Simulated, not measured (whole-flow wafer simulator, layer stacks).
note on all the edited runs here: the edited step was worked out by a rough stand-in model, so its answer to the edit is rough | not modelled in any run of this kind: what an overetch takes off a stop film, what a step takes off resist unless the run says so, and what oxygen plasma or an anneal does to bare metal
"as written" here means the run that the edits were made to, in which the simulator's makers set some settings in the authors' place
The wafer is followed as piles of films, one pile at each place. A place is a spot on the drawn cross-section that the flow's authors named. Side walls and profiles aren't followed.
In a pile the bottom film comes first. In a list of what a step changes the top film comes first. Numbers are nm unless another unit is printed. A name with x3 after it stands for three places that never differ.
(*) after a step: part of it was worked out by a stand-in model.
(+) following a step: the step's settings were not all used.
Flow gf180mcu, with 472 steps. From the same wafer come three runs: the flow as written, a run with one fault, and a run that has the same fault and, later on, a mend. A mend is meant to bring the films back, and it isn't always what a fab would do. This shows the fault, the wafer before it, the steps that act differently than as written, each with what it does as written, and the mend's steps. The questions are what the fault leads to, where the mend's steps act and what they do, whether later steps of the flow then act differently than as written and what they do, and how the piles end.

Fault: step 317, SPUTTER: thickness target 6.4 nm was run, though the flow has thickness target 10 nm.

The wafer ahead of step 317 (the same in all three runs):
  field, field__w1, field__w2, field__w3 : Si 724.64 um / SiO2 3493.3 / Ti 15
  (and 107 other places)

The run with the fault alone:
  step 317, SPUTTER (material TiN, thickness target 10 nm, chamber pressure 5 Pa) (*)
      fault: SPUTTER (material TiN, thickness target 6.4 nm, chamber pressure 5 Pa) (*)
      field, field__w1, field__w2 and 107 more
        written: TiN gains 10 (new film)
        fault: TiN gains 6.4 (new film)
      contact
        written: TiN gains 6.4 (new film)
        fault: TiN gains 4.1 (new film)
  Later steps of the flow acting differently than as written (1 more step, not shown, differs only slightly: by at most 2% or 0.5 nm, whichever is larger):
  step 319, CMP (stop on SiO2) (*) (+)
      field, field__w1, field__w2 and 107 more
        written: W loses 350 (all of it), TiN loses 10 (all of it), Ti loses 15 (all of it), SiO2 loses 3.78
        fault: W loses 350 (all of it), TiN loses 6.4 (all of it), Ti loses 15 (all of it), SiO2 loses 3.75
  By the end, the piles at contact depart from the flow's by more than 2% or 0.5 nm, whichever is larger.
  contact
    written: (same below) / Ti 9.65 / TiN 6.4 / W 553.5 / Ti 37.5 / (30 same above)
    fault: (same below) / Ti 9.65 / TiN 4.1 / W 555.8 / Ti 37.5 / (30 same above)

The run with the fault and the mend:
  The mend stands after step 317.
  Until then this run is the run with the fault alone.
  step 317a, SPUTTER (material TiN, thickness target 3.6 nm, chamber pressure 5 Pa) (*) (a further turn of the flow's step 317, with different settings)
      field, field__w1, field__w2 and 107 more
        TiN gains 3.6
      contact
        TiN gains 2.3
  Later steps of the flow that are run all act as written at every place that is followed.
  By the end, the piles equal the flow's at every place that both follow.
